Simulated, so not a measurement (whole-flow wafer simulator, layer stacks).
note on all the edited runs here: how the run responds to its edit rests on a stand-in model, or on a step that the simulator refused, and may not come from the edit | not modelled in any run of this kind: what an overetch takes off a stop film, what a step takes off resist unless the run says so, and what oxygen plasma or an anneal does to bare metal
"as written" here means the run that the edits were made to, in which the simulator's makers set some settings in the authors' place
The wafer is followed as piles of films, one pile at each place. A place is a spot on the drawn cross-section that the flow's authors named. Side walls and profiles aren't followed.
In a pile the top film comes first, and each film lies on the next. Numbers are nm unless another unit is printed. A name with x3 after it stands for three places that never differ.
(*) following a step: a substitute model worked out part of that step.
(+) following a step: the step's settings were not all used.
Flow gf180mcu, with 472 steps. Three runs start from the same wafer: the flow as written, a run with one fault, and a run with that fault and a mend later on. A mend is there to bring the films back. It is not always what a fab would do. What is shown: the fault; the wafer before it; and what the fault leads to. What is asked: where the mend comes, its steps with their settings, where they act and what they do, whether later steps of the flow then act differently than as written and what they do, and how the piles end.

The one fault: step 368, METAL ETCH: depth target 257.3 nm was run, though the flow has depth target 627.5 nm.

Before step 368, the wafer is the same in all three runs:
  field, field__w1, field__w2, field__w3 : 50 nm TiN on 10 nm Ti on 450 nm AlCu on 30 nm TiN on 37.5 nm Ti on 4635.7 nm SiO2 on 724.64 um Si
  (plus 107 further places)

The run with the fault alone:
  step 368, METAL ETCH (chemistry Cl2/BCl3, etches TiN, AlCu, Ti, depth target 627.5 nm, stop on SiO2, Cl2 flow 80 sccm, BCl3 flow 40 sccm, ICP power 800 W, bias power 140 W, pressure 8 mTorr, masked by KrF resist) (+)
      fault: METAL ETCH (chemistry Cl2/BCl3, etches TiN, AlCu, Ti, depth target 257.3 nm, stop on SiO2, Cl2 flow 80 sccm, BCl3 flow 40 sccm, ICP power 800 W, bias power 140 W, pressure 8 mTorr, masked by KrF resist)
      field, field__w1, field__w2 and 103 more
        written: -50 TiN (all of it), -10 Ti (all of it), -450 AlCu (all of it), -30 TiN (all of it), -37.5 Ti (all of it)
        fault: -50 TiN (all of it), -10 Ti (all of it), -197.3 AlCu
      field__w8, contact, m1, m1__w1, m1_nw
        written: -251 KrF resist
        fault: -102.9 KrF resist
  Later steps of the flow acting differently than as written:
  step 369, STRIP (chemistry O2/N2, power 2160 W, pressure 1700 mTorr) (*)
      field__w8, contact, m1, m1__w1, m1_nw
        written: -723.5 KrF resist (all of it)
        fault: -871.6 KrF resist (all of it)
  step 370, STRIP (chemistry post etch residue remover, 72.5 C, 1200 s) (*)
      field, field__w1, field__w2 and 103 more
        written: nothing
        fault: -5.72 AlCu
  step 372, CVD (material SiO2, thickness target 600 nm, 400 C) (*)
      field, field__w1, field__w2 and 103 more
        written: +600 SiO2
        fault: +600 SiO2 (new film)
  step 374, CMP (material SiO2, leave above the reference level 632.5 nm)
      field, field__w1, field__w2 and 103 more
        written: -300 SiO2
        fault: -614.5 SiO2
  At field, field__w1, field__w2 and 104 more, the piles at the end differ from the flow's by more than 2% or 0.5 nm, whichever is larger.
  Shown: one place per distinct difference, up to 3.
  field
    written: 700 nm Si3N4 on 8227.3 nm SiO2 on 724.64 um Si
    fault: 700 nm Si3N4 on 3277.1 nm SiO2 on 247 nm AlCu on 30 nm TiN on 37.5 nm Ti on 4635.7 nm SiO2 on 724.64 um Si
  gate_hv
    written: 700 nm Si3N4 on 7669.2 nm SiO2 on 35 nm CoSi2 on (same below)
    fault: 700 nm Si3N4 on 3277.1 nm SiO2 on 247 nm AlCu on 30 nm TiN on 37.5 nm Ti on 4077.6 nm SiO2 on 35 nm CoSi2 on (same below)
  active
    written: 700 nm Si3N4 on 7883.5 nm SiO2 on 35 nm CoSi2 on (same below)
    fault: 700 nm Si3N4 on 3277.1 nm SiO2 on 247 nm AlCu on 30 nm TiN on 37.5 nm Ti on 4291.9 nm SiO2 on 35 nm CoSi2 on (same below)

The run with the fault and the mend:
  The mend follows step 370.
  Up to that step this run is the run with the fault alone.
  step 370a, DEHYDRATE (200 C, 60 s) (the flow's step 361 again)
      leaves every film unchanged at each place that is followed
  step 370b, HMDS (120 C, 60 s) (the flow's step 362 again)
      leaves every film unchanged at each place that is followed
  step 370c, COAT (KrF resist, thickness 1000 nm) (*) (the flow's step 363 again)
      iso_ptap_pw, iso_ntap_nw, iso_nw_fld and 33 more
        +1000 KrF resist (new film)
      field__w5, field__w9, field_sub__w1 and 15 more
        +1001.7 KrF resist (new film)
      field__w6, field_sub, p_well and 9 more
        +1001.8 KrF resist (new film)
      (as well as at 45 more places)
  step 370d, SOFTBAKE (KrF resist) (the flow's step 364 again)
      leaves every film unchanged at each place that is followed
  step 370e, EXPOSE (photomask Metal4) (the flow's step 365 again)
      leaves every film unchanged at each place that is followed
  step 370f, PEB (KrF resist, 135 C, 90 s) (the flow's step 366 again)
      field__w1, field__w2, field__w3 and 60 more
        -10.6 KrF resist
      iso_ptap_pw, iso_ntap_nw, iso_nw_fld and 33 more
        -10.5 KrF resist
      field__w8, m1
        -7.34 KrF resist
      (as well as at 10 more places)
  step 370g, DEVELOP (thickness 1000 nm, 60 s) (the flow's step 367 again)
      iso_ptap_pw, iso_ntap_nw, iso_nw_fld and 33 more
        -989.5 KrF resist (all of it)
      field_sub__w2, field_sub__w4, ld_gate_n and 13 more
        -991.1 KrF resist (all of it)
      field__w5, field__w6, field__w9 and 9 more
        -991.2 KrF resist (all of it)
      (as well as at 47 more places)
  step 370h, METAL ETCH (chemistry Cl2/BCl3, etches TiN, AlCu, Ti, depth target 370.2 nm, stop on SiO2, Cl2 flow 80 sccm, BCl3 flow 40 sccm, ICP power 800 W, bias power 140 W, pressure 8 mTorr, masked by KrF resist) (+) (the flow's step 368 again, with other settings)
      field, field__w1, field__w2 and 103 more
        -247 AlCu (all of it), -30 TiN (all of it), -37.5 Ti (all of it)
      field__w8, contact, m1, m1__w1, m1_nw
        -148.1 KrF resist
  step 370i, STRIP (chemistry O2/N2, power 2160 W, pressure 1700 mTorr) (*) (the flow's step 369 again)
      field__w8
        -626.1 KrF resist (all of it)
      contact
        -624.6 KrF resist (all of it)
      m1
        -625.9 KrF resist (all of it)
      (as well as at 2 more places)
  step 370j, STRIP (chemistry post etch residue remover, 72.5 C, 1200 s) (*) (the flow's step 370 again)
      field__w8, contact, m1, m1__w1, m1_nw
        -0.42 TiN
  None of the later steps of the flow differs from how it acts as written, at any place that is followed, by more than 2% or 0.5 nm, whichever is larger.
  When the end is reached, the piles differ only a little from the flow's at the places that both follow, at most by 2% or 0.5 nm, whichever is larger.
